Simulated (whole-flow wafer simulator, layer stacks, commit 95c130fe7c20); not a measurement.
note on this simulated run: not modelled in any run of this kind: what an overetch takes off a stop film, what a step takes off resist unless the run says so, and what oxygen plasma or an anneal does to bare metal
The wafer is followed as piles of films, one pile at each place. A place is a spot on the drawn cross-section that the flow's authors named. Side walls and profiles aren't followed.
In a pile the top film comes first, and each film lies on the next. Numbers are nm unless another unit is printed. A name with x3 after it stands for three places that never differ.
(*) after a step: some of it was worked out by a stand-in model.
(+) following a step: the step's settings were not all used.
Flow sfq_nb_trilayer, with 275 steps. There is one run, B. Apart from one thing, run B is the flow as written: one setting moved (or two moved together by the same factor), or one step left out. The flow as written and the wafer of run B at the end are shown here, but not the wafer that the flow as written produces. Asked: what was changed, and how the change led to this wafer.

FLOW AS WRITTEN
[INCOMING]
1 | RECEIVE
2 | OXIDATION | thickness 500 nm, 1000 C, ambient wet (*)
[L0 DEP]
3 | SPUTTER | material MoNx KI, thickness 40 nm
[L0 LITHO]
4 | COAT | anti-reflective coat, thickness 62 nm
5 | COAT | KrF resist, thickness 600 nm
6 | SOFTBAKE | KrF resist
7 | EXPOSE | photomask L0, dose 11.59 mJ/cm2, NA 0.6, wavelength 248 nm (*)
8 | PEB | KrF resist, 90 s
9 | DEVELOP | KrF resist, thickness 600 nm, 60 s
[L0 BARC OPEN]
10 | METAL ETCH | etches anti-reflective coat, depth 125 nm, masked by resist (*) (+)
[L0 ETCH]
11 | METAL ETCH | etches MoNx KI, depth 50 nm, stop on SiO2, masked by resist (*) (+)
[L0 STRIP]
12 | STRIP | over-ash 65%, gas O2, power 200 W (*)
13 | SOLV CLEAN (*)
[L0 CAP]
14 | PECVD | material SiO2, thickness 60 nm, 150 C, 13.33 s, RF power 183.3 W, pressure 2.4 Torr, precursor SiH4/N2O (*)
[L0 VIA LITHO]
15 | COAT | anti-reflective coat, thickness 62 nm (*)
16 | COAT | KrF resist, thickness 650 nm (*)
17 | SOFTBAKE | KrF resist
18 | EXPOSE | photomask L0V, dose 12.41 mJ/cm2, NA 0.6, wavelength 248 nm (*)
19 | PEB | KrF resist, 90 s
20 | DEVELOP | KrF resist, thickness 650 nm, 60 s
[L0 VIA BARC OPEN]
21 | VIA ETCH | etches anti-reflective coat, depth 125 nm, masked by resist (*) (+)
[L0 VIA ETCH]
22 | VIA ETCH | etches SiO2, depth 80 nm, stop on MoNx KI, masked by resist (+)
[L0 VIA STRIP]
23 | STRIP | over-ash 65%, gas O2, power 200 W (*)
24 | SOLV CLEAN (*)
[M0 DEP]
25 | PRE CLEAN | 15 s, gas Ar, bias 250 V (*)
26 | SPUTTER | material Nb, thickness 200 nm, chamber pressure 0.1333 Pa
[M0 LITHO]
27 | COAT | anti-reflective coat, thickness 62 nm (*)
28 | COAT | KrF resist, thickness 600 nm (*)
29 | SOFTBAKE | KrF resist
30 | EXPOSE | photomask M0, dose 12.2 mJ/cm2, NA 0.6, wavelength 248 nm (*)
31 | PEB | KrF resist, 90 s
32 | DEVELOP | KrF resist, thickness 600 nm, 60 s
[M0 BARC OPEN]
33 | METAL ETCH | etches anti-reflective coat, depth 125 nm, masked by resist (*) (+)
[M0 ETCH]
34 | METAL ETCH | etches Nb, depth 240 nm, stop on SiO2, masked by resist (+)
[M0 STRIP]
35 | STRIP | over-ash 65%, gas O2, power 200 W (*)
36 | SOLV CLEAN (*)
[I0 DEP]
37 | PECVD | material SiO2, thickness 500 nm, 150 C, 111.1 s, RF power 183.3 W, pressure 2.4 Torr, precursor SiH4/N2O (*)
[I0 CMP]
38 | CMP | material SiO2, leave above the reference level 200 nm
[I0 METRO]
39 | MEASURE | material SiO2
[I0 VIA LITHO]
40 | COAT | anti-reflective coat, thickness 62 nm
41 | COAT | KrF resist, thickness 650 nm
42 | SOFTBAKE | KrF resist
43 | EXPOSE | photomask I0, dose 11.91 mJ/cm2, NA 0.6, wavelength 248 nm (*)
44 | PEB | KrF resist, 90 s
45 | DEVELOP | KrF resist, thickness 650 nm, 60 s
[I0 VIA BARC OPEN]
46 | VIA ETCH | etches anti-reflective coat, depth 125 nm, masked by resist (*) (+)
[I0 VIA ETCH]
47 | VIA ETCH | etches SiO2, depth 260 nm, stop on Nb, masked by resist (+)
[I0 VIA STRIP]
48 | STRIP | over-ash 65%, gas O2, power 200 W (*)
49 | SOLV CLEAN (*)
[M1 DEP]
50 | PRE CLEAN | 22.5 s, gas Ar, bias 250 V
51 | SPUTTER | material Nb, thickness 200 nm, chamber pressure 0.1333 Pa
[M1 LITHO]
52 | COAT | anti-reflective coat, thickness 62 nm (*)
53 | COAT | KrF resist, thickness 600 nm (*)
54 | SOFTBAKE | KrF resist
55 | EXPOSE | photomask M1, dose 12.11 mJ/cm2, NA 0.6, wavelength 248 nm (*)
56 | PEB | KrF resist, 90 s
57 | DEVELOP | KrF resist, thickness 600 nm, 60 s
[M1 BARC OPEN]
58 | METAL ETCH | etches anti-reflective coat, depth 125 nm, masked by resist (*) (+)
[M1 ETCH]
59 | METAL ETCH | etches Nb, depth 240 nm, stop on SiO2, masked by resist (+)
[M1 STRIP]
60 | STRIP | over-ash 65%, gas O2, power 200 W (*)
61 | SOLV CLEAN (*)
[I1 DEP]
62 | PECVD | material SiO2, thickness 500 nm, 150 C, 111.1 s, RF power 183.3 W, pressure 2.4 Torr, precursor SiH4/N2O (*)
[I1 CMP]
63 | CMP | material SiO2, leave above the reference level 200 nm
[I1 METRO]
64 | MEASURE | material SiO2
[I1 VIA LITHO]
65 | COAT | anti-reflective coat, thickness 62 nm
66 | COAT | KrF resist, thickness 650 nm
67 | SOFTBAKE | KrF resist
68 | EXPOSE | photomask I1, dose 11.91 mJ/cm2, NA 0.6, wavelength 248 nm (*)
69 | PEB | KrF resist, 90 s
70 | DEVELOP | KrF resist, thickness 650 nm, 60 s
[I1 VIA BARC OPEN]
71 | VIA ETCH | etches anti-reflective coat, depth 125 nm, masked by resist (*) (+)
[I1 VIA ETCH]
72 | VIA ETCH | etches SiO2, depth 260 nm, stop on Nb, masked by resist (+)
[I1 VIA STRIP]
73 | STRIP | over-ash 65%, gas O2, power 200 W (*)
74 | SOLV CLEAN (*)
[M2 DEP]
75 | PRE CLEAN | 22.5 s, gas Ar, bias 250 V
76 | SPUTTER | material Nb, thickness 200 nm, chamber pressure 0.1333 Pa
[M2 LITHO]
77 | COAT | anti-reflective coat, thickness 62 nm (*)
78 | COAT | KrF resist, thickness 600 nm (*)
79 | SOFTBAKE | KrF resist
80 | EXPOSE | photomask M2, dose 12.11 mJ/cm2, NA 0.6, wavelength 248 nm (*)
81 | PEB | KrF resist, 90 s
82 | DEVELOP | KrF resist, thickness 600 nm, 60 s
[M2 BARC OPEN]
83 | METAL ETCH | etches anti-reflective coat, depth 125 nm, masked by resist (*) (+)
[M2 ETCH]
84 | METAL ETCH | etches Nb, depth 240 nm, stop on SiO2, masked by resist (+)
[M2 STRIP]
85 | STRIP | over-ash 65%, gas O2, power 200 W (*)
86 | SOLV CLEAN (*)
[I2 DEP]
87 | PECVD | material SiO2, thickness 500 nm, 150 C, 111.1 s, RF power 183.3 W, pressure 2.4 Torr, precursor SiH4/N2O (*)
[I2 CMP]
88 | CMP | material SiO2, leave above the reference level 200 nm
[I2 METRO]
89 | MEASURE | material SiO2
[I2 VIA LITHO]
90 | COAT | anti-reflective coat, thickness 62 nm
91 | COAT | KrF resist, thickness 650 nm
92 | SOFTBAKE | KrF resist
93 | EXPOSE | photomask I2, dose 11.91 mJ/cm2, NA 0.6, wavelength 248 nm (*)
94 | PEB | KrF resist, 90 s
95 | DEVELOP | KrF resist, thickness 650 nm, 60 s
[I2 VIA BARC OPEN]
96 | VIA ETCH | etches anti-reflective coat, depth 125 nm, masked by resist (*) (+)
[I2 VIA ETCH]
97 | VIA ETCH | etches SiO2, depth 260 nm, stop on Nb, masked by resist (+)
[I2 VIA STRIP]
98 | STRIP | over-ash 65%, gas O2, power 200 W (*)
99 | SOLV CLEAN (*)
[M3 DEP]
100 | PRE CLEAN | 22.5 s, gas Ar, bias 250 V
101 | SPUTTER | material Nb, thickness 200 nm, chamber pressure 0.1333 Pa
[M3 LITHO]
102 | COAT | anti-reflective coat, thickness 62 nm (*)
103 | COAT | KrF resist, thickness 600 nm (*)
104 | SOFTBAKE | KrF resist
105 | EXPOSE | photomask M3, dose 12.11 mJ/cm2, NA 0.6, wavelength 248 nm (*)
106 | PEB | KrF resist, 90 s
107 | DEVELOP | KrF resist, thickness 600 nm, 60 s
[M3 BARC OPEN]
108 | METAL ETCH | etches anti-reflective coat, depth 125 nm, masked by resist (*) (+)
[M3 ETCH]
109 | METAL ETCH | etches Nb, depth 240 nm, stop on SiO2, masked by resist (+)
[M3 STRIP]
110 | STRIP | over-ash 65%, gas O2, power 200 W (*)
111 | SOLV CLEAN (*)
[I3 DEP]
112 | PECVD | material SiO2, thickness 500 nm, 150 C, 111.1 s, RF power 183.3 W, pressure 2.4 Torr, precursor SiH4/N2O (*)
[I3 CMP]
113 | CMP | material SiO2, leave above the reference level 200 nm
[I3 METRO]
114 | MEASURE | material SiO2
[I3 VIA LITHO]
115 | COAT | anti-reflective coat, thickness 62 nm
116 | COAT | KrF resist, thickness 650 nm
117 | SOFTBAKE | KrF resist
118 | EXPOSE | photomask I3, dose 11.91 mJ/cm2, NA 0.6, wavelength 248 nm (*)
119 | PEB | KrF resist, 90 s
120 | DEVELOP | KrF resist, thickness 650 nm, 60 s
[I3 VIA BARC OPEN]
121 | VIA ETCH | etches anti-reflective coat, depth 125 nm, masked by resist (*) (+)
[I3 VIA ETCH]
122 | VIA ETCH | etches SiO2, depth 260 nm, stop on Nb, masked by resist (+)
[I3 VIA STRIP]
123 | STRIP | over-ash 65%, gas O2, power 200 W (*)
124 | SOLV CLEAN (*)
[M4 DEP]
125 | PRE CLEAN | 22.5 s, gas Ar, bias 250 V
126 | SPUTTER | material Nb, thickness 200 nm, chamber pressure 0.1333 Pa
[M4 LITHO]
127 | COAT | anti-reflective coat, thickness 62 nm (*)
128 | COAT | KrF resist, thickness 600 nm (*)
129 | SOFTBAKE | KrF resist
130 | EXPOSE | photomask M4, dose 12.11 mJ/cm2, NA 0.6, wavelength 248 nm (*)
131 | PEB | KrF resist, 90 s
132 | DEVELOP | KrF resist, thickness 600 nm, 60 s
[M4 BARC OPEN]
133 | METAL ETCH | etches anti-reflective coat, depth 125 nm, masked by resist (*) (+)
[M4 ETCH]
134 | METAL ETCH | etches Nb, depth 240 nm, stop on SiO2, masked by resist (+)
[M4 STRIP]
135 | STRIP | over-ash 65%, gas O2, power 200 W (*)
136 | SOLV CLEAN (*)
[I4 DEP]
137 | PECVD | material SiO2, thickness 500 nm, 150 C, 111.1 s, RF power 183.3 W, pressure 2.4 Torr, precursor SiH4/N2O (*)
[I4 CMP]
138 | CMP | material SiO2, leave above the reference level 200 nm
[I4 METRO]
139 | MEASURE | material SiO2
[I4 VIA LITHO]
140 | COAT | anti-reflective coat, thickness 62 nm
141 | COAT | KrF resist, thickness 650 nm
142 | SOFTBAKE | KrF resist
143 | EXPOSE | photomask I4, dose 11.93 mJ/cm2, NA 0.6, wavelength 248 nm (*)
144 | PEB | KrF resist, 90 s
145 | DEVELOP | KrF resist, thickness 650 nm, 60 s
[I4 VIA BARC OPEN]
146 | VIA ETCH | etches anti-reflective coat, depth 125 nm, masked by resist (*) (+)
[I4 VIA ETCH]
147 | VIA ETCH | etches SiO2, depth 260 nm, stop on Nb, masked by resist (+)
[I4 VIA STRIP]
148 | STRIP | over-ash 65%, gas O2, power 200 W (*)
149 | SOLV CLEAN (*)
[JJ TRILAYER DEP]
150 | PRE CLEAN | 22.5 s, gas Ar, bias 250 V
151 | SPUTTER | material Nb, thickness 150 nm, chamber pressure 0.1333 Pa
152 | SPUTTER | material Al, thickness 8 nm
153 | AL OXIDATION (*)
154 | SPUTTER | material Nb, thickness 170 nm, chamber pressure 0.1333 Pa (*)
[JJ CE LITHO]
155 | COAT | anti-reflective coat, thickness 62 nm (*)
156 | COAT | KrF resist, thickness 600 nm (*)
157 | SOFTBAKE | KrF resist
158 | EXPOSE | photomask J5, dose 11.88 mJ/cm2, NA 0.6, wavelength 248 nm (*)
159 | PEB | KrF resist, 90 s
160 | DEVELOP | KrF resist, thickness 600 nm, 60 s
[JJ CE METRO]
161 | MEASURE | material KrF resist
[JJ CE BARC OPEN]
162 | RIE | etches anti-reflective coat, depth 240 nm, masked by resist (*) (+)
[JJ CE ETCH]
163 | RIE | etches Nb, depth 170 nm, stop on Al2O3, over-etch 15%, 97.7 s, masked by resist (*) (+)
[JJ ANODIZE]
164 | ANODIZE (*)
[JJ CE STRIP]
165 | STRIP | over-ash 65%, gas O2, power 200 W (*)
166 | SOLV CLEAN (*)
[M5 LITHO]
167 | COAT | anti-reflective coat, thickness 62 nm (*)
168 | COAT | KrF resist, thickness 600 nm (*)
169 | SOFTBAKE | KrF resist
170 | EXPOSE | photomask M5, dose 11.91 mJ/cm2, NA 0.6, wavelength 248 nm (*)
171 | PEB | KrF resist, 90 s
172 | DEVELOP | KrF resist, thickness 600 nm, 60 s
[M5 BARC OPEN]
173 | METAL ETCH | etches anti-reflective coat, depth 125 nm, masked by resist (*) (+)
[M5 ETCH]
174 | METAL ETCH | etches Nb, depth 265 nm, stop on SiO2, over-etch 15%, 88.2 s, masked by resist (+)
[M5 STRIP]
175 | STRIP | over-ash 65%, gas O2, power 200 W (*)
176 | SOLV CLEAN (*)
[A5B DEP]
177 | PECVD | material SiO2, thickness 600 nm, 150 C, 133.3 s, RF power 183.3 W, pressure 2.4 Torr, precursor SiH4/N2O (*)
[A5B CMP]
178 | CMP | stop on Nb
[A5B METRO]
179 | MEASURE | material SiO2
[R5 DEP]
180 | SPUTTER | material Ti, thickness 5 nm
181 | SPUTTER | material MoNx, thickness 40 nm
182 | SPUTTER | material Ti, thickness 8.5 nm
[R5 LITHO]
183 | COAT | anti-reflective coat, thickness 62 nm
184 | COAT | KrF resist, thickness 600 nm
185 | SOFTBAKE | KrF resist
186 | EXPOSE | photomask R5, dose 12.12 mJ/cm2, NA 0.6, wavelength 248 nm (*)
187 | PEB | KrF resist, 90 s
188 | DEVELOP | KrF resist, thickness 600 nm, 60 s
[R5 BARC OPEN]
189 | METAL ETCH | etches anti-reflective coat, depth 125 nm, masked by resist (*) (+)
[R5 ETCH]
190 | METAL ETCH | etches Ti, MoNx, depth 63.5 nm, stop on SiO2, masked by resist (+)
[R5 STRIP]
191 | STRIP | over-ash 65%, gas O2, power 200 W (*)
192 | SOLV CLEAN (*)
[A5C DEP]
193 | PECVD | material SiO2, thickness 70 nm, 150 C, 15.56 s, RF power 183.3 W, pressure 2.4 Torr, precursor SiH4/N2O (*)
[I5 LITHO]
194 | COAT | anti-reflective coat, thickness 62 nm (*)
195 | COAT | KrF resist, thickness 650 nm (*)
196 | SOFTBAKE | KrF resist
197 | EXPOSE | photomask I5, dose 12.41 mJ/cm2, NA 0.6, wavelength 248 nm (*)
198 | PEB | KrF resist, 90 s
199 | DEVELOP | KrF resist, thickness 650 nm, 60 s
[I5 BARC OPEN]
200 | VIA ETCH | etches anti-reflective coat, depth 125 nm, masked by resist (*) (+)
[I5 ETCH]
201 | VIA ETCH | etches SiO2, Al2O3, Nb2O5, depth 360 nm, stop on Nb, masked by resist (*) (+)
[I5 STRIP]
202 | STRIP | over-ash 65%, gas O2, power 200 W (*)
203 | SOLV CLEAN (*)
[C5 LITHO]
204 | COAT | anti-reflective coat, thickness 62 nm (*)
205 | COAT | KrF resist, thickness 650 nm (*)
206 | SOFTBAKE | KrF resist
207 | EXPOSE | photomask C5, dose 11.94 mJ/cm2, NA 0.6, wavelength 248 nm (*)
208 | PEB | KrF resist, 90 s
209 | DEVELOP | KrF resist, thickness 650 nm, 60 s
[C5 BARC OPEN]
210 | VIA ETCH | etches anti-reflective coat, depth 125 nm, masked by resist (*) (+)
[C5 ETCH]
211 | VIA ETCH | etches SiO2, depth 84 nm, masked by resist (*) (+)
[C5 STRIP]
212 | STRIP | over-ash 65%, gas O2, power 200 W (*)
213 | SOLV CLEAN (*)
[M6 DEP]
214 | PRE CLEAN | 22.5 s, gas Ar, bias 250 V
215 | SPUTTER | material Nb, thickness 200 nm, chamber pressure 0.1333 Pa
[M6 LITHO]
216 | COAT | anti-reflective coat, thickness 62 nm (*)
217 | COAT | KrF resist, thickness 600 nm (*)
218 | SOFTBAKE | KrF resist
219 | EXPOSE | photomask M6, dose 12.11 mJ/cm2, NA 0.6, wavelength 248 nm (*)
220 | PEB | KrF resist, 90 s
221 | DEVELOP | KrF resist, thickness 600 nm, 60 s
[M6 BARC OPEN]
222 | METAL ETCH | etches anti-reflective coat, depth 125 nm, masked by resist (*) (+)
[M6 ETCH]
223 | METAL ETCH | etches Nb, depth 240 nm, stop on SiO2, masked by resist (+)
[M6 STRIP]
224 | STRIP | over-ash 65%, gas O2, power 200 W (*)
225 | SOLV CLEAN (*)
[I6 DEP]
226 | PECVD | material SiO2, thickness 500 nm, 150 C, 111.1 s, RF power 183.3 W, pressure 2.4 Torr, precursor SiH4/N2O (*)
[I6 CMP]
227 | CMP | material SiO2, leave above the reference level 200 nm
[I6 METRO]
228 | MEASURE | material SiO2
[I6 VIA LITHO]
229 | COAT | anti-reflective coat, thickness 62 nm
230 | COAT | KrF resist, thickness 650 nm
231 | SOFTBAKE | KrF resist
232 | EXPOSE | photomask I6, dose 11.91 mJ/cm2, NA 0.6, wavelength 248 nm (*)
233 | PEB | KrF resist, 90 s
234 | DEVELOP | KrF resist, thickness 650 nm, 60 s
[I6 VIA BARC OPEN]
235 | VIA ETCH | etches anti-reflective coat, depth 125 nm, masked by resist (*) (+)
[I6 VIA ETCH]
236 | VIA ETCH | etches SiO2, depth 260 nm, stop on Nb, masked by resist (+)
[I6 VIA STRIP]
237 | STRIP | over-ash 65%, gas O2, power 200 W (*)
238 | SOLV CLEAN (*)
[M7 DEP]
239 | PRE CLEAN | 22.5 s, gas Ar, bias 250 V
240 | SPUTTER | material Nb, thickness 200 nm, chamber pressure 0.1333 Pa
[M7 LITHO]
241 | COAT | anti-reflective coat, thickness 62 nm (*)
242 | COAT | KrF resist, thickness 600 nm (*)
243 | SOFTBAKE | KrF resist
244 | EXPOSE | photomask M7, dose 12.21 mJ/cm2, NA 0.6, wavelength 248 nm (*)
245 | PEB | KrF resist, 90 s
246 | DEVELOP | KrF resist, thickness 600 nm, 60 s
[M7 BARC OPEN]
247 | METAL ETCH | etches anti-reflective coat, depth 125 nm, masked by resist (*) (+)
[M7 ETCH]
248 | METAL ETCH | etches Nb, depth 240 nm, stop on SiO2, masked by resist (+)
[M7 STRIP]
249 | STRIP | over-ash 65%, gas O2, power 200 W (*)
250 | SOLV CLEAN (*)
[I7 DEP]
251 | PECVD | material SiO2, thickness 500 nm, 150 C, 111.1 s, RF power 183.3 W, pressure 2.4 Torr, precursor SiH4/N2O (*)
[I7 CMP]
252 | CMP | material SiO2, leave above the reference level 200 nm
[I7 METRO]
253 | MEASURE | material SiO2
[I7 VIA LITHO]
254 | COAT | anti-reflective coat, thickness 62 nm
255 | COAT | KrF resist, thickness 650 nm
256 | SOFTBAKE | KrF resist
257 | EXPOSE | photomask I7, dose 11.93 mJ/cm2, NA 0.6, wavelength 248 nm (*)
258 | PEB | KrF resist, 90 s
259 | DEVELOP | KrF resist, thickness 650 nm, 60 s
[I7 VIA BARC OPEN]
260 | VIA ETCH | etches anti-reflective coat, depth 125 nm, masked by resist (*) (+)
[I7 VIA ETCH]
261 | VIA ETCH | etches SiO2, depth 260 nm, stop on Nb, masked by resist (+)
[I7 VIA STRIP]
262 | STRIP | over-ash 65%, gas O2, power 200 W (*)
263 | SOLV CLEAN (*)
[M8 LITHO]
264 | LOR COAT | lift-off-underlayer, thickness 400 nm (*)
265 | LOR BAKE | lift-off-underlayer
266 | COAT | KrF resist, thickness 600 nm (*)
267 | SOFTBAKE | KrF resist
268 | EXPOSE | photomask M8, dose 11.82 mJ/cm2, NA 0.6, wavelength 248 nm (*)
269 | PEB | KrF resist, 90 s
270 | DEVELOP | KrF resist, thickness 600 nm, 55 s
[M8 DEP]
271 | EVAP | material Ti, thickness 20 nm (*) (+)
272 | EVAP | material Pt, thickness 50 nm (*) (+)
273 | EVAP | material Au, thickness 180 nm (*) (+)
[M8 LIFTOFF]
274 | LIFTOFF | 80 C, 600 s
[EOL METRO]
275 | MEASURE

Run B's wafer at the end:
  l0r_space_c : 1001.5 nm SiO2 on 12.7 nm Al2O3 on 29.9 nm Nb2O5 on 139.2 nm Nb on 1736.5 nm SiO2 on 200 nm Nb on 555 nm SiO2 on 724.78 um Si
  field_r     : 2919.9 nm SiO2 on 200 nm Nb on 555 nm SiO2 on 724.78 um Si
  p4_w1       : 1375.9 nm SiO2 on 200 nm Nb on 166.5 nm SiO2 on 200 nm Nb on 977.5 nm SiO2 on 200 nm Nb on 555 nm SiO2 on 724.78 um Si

What caused this: step 113, CMP: leave above the reference level 174 nm was run, while the flow as written has leave above the reference level 200 nm.

Step by step, how the change led to this:
  113 | CMP | material SiO2, leave above the reference level 200 nm
      field_l, be, be_sur and 64 more: SiO2 loses 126 (in the flow as written it would be: SiO2 loses 100)
      v_sur, via_wl, via_wr and 27 more: SiO2 loses 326 (in the flow as written it would be: SiO2 loses 300)
      (as well as at 9 more places)
  122 | VIA ETCH | etches SiO2, depth 260 nm, stop on Nb, masked by resist (+)
      via_v: SiO2 loses 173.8 (all of it) (in the flow as written it would be: SiO2 loses 199.8 (all of it))
  126 | SPUTTER | material Nb, thickness 200 nm, chamber pressure 0.1333 Pa
      via_v: Nb gains 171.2 (in the flow as written it would be: Nb gains 165.5)
  127 | COAT | anti-reflective coat, thickness 62 nm (*)
      via_v: anti-reflective coat gains 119 (new film) (in the flow as written it would be: anti-reflective coat gains 124.8 (new film))
  128 | COAT | KrF resist, thickness 600 nm (*)
      via_v: KrF resist gains 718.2 (new film) (in the flow as written it would be: KrF resist gains 739.8 (new film))
  135 | STRIP | over-ash 65%, gas O2, power 200 W (*)
      via_v: KrF resist loses 500.3 (all of it), anti-reflective coat loses 119 (all of it) (in the flow as written it would be: KrF resist loses 521.8 (all of it), anti-reflective coat loses 124.8 (all of it))
  137 | PECVD | material SiO2, thickness 500 nm, 150 C, 111.1 s, RF power 183.3 W, pressure 2.4 Torr, precursor SiH4/N2O (*)
      via_v: SiO2 gains 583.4 (new film) (in the flow as written it would be: SiO2 gains 615 (new film))
